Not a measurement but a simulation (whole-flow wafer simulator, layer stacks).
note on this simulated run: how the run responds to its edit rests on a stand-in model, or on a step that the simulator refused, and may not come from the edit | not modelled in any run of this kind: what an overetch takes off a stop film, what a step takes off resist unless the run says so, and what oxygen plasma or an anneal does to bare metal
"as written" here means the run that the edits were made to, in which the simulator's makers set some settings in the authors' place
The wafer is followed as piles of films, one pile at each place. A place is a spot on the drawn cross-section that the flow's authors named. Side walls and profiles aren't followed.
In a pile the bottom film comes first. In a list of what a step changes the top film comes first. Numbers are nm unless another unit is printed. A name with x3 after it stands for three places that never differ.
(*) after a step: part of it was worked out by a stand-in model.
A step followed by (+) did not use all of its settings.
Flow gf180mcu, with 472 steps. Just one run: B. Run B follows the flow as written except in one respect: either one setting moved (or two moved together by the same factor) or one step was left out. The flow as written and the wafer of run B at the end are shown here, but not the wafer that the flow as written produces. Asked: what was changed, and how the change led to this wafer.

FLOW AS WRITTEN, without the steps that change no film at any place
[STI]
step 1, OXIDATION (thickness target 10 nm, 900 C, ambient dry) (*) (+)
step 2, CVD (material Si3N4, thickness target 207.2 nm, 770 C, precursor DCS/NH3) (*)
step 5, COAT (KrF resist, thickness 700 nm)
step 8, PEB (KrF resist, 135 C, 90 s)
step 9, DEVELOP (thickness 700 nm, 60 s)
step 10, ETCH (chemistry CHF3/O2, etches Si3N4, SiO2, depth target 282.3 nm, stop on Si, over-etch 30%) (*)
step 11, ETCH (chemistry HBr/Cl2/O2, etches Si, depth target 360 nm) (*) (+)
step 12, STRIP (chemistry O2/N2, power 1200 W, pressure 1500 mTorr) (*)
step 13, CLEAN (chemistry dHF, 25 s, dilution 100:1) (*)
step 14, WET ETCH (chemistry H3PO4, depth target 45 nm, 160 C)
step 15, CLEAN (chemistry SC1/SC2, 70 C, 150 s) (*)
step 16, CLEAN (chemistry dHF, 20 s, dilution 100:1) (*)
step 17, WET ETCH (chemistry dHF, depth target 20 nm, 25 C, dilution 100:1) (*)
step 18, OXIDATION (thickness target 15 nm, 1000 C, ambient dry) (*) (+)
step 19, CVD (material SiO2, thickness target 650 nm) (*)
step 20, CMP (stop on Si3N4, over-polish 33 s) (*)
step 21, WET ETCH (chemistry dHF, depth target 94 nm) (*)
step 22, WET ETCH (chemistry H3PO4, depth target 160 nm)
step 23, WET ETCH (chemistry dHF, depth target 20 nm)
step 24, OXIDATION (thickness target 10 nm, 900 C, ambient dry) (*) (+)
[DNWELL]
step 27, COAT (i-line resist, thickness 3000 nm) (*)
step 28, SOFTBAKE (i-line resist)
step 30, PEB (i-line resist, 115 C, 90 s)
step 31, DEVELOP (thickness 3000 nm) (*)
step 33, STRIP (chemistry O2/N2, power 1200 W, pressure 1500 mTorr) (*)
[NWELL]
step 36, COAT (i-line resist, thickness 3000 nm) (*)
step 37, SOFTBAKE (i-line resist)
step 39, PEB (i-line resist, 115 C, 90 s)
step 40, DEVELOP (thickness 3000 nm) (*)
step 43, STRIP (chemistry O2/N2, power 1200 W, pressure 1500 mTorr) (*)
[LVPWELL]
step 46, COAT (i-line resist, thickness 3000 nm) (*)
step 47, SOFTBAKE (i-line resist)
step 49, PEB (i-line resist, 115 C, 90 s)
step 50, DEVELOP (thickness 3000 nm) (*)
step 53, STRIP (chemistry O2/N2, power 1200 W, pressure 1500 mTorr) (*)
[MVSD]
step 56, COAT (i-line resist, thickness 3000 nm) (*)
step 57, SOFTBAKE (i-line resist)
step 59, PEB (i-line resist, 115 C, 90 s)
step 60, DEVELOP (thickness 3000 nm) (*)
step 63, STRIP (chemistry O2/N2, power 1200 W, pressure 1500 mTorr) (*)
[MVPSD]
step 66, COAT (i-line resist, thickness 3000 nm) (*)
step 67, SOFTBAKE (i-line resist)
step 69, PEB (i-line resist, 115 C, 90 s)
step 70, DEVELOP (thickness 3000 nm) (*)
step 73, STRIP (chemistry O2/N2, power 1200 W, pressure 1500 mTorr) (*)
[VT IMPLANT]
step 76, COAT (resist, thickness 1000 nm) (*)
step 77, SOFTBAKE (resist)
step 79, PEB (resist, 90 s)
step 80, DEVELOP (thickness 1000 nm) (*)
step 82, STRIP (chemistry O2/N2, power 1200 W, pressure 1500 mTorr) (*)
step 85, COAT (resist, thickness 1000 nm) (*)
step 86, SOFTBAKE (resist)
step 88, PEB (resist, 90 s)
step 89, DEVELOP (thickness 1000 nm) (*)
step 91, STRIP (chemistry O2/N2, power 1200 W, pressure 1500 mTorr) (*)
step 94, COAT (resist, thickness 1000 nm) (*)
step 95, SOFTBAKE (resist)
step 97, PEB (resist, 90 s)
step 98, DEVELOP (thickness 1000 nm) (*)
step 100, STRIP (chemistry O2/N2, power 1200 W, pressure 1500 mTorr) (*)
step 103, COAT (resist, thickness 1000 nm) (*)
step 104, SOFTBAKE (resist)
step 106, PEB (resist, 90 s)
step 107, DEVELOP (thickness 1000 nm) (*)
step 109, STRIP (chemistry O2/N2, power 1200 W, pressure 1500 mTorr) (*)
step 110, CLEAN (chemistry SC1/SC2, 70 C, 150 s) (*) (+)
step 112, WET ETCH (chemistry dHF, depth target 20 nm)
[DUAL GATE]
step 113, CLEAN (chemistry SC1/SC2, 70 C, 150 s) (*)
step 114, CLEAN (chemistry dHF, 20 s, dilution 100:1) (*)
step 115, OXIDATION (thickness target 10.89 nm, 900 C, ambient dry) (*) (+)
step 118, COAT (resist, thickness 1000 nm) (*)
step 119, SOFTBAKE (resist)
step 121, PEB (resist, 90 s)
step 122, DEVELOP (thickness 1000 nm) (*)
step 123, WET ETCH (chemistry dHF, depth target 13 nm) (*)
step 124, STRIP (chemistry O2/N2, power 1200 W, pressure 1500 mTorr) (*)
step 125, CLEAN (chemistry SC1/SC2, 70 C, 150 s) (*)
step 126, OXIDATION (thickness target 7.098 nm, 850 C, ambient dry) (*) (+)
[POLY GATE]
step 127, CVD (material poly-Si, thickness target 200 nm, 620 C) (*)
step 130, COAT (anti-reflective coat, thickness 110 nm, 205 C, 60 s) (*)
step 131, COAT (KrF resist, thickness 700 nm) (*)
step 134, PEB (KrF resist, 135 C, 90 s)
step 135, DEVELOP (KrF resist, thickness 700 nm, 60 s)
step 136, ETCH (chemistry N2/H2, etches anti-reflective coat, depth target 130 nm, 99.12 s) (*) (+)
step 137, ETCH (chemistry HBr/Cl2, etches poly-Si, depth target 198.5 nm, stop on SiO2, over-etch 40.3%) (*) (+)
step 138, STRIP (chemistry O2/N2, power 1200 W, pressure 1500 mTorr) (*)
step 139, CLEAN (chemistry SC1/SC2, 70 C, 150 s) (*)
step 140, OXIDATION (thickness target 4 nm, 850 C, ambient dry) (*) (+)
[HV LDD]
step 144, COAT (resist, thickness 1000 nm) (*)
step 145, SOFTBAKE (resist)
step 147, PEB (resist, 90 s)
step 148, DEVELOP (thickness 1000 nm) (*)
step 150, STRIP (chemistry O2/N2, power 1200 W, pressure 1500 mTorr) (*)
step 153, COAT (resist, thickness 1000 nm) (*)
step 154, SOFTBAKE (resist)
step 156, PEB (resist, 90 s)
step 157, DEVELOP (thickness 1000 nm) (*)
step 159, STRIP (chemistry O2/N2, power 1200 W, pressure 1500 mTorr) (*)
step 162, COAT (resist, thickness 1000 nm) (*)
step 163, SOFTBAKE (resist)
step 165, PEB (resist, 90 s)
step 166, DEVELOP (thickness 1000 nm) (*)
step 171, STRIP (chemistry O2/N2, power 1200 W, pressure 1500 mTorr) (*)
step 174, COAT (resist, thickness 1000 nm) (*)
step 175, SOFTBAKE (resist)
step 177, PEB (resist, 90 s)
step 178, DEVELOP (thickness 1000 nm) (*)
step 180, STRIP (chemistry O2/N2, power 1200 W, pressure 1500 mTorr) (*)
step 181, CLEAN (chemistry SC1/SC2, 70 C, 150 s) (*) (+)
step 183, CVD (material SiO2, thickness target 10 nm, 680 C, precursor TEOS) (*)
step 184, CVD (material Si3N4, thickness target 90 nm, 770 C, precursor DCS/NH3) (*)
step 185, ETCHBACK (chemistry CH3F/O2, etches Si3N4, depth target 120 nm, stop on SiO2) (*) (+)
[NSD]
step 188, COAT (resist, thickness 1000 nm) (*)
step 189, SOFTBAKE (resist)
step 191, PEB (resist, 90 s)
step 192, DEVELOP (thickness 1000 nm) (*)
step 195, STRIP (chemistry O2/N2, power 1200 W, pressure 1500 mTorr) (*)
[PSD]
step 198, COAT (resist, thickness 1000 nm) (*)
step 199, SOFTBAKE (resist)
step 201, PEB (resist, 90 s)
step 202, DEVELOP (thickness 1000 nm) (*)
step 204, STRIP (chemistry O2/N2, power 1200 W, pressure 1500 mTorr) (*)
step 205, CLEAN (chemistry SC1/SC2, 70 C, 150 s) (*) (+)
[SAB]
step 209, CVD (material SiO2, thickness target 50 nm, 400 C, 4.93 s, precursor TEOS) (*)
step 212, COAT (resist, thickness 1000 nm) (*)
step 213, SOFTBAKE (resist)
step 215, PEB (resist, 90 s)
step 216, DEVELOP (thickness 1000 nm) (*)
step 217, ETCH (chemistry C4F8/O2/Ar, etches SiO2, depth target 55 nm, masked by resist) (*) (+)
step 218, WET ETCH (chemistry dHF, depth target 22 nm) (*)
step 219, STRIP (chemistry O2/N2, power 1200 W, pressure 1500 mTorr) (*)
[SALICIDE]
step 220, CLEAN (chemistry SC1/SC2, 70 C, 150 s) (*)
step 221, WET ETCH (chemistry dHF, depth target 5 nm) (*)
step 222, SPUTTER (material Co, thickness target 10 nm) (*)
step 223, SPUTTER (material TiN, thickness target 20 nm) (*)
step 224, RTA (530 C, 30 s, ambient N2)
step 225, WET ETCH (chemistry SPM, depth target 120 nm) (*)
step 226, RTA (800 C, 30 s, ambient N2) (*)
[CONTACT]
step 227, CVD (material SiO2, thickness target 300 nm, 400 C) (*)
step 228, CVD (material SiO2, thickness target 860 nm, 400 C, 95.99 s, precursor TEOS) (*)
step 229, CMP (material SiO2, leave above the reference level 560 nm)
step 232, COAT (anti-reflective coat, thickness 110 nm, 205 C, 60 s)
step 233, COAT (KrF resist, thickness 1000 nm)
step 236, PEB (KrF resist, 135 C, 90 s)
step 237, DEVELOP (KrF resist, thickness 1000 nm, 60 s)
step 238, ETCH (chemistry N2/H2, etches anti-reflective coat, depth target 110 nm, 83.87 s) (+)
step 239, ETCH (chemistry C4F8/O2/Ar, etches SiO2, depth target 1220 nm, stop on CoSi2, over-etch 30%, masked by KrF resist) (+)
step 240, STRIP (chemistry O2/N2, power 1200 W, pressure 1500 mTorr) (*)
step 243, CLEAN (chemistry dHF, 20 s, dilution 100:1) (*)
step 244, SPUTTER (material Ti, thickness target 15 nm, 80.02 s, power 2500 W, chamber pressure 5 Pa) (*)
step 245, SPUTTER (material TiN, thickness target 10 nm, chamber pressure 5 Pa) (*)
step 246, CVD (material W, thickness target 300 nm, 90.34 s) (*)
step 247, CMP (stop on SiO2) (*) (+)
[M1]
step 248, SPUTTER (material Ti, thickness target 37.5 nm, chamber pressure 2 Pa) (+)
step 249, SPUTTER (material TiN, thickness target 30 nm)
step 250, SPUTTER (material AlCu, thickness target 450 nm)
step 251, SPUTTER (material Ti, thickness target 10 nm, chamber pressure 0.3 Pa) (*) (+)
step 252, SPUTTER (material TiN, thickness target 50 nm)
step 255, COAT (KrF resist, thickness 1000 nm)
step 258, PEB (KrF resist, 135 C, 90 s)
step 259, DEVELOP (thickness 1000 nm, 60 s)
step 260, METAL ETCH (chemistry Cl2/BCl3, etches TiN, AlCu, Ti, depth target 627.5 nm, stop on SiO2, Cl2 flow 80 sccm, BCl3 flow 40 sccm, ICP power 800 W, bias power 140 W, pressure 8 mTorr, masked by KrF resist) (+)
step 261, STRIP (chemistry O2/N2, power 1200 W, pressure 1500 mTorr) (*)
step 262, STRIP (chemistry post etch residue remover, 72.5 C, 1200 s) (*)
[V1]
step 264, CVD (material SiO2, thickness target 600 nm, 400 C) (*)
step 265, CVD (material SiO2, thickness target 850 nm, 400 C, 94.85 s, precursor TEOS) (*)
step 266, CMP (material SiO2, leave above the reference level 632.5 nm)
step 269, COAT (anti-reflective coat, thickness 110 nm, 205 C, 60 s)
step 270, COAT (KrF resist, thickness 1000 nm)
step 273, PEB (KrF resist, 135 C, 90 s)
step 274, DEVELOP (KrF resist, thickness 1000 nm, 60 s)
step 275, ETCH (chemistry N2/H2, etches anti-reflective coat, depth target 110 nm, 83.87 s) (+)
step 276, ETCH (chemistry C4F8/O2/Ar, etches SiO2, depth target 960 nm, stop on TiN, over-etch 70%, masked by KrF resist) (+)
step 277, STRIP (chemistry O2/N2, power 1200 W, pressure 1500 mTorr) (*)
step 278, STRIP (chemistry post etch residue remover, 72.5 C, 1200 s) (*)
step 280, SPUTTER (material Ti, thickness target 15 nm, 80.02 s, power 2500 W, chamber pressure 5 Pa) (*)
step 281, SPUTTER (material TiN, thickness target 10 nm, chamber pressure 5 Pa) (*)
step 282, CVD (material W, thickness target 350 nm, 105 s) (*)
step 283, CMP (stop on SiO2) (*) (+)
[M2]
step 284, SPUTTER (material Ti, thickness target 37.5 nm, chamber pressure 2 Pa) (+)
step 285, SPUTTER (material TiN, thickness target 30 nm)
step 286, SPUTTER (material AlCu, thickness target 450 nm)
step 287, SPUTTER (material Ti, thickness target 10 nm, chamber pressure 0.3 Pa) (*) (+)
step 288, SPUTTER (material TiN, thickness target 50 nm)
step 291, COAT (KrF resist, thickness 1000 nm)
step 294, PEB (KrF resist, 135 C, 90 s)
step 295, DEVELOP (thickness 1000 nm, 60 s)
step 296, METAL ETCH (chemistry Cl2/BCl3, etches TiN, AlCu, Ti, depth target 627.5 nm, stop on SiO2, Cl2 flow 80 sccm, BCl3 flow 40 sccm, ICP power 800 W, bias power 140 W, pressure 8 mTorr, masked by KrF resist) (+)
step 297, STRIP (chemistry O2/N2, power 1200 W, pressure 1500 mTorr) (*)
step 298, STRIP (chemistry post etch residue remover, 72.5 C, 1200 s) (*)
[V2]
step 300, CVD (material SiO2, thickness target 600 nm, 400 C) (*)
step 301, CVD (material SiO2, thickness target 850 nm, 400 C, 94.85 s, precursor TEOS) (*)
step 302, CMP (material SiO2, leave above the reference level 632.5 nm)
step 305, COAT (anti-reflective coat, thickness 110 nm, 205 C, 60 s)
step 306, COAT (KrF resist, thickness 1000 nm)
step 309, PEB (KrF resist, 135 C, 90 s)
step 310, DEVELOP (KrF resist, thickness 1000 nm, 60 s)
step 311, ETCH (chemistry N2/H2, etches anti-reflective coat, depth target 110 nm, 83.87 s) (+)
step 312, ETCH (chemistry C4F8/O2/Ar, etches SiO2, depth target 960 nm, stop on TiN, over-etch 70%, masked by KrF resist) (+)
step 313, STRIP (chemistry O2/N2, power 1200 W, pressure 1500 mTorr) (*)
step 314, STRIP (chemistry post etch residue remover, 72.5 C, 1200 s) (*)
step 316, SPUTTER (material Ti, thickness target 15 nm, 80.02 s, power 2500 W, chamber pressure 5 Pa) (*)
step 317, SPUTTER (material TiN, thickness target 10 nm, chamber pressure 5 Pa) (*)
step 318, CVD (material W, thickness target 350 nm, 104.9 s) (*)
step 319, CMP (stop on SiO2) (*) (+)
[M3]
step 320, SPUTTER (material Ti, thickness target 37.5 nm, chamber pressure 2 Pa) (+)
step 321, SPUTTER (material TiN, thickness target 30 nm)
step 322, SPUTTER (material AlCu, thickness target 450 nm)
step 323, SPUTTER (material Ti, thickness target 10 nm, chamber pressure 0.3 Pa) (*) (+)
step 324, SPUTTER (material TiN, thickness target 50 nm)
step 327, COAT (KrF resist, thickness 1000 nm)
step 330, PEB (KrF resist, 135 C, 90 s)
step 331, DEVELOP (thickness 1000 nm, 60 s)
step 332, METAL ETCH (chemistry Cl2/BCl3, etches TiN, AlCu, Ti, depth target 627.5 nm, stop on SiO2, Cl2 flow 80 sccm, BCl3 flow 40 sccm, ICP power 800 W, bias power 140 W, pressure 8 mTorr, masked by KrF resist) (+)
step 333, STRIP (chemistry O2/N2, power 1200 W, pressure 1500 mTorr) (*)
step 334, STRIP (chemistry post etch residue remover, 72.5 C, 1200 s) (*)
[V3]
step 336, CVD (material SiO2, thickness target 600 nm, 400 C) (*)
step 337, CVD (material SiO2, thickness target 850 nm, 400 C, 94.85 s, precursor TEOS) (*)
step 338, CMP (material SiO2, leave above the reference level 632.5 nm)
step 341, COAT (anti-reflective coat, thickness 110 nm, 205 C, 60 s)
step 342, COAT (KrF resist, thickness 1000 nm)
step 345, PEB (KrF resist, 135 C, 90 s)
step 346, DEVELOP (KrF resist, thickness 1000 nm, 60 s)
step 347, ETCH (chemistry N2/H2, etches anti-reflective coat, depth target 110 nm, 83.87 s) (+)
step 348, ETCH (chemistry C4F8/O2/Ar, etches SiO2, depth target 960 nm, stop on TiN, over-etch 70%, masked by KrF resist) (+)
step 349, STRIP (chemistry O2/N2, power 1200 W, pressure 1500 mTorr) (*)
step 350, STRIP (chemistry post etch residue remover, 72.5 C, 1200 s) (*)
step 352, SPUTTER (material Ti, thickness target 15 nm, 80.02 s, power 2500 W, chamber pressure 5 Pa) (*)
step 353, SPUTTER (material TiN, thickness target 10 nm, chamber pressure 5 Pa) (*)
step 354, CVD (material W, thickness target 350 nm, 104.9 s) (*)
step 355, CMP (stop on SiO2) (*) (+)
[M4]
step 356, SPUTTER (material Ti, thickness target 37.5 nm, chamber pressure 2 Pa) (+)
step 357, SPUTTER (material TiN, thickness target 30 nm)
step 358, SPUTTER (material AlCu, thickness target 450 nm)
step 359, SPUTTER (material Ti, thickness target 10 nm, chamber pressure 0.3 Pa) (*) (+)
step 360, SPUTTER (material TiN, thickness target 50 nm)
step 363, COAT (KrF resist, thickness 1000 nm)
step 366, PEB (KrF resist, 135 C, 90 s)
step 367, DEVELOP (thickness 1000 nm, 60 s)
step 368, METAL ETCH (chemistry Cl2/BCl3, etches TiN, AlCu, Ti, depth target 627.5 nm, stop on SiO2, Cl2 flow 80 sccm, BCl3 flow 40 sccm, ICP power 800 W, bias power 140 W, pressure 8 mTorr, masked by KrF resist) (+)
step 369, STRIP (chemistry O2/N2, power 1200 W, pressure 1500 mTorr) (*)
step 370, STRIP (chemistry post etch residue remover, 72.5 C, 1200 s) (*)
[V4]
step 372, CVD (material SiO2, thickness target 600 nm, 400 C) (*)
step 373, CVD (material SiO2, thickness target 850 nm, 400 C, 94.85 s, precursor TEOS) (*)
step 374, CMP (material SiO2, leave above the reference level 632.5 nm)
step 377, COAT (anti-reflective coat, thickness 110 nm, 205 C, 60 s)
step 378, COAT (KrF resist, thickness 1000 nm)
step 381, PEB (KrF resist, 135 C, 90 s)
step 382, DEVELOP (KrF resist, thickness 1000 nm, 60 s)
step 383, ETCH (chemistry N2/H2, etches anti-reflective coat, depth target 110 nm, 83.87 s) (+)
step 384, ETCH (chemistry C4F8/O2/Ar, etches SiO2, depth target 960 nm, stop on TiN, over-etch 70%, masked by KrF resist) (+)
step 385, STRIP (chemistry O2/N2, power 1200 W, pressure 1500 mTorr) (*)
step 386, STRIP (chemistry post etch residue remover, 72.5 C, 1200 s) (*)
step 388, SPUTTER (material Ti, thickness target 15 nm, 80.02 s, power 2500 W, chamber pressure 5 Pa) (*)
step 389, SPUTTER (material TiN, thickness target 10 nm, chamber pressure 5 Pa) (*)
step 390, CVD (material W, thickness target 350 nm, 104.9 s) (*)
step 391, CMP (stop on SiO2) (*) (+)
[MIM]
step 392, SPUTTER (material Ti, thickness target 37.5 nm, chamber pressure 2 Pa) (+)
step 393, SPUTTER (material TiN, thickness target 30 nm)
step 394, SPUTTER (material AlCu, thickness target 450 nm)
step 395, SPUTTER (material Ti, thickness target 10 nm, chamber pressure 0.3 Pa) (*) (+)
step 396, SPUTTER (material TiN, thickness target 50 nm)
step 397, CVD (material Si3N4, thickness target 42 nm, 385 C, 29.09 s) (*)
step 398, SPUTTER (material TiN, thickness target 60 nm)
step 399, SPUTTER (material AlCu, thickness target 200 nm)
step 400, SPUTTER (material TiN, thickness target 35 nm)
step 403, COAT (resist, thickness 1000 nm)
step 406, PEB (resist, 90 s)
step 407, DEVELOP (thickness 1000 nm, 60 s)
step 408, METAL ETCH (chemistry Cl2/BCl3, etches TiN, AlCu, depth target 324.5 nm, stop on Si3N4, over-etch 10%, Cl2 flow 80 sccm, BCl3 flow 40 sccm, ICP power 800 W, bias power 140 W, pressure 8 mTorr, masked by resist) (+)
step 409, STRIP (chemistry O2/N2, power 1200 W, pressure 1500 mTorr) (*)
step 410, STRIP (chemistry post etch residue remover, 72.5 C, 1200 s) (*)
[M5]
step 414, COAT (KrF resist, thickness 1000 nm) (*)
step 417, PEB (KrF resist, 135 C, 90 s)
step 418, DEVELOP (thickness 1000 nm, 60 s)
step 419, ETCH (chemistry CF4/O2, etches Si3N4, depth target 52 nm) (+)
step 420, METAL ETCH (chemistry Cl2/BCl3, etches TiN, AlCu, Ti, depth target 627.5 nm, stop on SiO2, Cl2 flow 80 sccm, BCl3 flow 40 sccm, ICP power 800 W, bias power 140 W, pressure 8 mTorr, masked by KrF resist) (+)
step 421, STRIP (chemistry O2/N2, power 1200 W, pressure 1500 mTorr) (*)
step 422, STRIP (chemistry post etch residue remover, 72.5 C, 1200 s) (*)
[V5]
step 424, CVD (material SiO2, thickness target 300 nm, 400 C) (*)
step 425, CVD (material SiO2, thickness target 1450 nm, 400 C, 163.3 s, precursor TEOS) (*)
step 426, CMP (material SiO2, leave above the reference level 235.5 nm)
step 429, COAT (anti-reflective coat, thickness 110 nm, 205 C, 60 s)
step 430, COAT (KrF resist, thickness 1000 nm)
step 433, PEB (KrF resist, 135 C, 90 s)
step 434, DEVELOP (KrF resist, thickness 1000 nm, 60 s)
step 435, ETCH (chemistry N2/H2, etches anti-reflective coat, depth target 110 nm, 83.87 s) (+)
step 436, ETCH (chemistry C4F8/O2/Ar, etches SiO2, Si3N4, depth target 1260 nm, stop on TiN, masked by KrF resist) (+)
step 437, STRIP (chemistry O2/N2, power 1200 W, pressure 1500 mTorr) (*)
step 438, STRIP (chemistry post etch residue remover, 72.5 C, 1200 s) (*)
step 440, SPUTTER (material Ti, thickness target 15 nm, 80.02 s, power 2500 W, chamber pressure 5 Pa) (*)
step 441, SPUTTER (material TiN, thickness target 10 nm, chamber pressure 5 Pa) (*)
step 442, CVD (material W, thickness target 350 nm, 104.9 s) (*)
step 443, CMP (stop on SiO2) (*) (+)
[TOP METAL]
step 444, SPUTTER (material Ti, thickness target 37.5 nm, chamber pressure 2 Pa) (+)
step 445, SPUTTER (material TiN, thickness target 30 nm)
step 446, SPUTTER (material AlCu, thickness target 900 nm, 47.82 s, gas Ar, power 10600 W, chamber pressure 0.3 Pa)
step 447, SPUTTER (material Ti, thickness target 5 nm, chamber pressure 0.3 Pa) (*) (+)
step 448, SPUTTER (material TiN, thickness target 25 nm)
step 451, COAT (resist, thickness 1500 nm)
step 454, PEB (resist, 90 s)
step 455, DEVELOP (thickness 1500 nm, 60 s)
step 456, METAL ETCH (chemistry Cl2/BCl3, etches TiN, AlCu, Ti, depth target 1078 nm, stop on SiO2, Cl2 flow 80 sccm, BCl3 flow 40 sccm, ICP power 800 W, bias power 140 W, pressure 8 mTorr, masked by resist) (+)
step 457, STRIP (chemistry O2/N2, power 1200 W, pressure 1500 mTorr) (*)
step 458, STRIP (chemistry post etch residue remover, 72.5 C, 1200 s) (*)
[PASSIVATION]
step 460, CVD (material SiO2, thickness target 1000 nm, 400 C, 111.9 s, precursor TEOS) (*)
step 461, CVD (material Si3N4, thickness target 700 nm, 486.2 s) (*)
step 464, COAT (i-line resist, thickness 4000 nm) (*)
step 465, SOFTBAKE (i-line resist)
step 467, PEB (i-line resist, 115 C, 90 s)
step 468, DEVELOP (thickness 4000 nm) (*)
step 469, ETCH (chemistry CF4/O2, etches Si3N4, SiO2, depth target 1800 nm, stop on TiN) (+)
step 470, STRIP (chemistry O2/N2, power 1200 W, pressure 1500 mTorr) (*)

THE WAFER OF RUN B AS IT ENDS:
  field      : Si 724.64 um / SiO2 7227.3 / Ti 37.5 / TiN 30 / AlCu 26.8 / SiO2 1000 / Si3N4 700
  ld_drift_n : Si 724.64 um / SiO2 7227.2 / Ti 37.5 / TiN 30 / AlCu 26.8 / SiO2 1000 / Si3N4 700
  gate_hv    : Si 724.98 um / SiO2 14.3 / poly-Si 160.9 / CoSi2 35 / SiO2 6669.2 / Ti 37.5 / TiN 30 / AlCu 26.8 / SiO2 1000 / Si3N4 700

Cause: step 446, SPUTTER: thickness target 1080 nm was run, while the flow as written has thickness target 900 nm.

How this came from the change, step by step:
  step 446, SPUTTER (material AlCu, thickness target 900 nm, 47.82 s, gas Ar, power 10600 W, chamber pressure 0.3 Pa)
      field, field__w1, field__w2 and 109 more: +1080 AlCu (new film) (in the flow as written it would be: +900 AlCu (new film))
  step 456, METAL ETCH (chemistry Cl2/BCl3, etches TiN, AlCu, Ti, depth target 1078 nm, stop on SiO2, Cl2 flow 80 sccm, BCl3 flow 40 sccm, ICP power 800 W, bias power 140 W, pressure 8 mTorr, masked by resist) (+)
      field, field__w1, field__w2 and 103 more: -25 TiN (all of it), -5 Ti (all of it), -1047.5 AlCu (in the flow as written it would be: -25 TiN (all of it), -5 Ti (all of it), -900 AlCu (all of it), -30 TiN (all of it), -37.5 Ti (all of it))
  step 458, STRIP (chemistry post etch residue remover, 72.5 C, 1200 s) (*)
      field, field__w1, field__w2 and 103 more: -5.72 AlCu (in the flow as written it would be: nothing)
  step 460, CVD (material SiO2, thickness target 1000 nm, 400 C, 111.9 s, precursor TEOS) (*)
      field, field__w1, field__w2 and 103 more: +1000 SiO2 (new film) (in the flow as written it would be: +1000 SiO2)
  step 464, COAT (i-line resist, thickness 4000 nm) (*)
      field__w8: +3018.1 i-line resist (new film) (in the flow as written it would be: +3093.1 i-line resist (new film))
      contact: +3059.2 i-line resist (new film) (in the flow as written it would be: +3153.6 i-line resist (new film))
      (as well as at 4 more places)
  step 465, SOFTBAKE (i-line resist)
      field__w5, field__w9: +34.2 i-line resist (in the flow as written it would be: +37.3 i-line resist)
      field__w11, field__w13: +35.5 i-line resist (in the flow as written it would be: +37.9 i-line resist)
      (as well as at 56 more places)
  step 467, PEB (i-line resist, 115 C, 90 s)
      field__w8, m1__w1: -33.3 i-line resist (in the flow as written it would be: -34.7 i-line resist)
      contact, m1: -33.6 i-line resist (in the flow as written it would be: -35.1 i-line resist)
      (as well as at 2 more places)
  step 468, DEVELOP (thickness 4000 nm) (*)
      pad: -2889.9 i-line resist (all of it) (in the flow as written it would be: -2974.8 i-line resist (all of it))
  step 470, STRIP (chemistry O2/N2, power 1200 W, pressure 1500 mTorr) (*)
      field__w8, m1__w1: -1705.3 i-line resist (all of it) (in the flow as written it would be: -1787.7 i-line resist (all of it))
      contact: -1722 i-line resist (all of it) (in the flow as written it would be: -1811.2 i-line resist (all of it))
      (as well as at 2 more places)
Taking metal films that touch as one body, field has 1 body; the flow as written gives 0 bodies.
Taking metal films that touch as one body, ld_drift_n has 1 body; the flow as written gives 0 bodies.
Taking metal films that touch as one body, gate_hv has 2 bodies (between them, from the top down: SiO2 6669.2); the flow as written gives 1 body.
